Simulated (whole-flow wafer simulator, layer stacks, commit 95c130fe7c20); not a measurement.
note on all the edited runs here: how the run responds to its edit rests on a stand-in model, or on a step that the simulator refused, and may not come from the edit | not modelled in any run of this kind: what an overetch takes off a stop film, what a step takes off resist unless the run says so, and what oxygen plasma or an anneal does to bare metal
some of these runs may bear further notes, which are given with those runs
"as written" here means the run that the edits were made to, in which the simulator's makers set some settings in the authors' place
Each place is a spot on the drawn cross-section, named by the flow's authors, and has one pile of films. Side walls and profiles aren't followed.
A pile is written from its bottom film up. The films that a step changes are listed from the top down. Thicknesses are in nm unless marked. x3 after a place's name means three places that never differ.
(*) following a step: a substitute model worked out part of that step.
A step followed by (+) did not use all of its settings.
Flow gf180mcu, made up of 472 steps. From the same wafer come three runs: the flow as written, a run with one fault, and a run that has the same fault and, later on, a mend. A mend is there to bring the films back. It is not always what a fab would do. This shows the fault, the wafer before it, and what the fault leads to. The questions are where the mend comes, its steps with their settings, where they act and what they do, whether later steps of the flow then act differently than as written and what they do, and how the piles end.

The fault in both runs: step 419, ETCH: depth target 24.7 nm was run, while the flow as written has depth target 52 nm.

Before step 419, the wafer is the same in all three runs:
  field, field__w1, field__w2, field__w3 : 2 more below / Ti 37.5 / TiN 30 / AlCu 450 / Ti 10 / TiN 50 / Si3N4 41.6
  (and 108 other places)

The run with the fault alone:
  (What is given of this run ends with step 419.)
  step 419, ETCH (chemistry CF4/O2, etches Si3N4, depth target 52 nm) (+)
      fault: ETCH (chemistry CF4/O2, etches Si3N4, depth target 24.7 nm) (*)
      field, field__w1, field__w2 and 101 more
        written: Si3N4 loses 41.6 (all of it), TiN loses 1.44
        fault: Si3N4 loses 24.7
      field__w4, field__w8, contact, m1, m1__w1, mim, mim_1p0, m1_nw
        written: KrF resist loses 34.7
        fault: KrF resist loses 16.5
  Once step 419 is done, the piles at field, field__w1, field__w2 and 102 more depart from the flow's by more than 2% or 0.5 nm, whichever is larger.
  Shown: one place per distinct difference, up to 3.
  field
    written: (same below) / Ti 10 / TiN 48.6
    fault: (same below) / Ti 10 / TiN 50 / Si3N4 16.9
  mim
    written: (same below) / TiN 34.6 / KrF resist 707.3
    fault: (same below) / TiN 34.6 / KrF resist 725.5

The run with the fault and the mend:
  The mend stands after step 419.
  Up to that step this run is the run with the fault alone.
  step 419a, ETCH (chemistry CF4/O2, etches Si3N4, depth target 27.3 nm) (*) (+) (the flow's step 419, run once more with other settings)
      field, field__w1, field__w2 and 101 more
        Si3N4 loses 16.9 (all of it), TiN loses 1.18
      field__w4, field__w8, contact, m1, m1__w1, mim, mim_1p0, m1_nw
        KrF resist loses 16.9
  Every later step of the flow that is run acts as written, at every place that is followed, to within 2% or 0.5 nm, whichever is larger.
  The piles end the same as the flow's at every place that both follow.
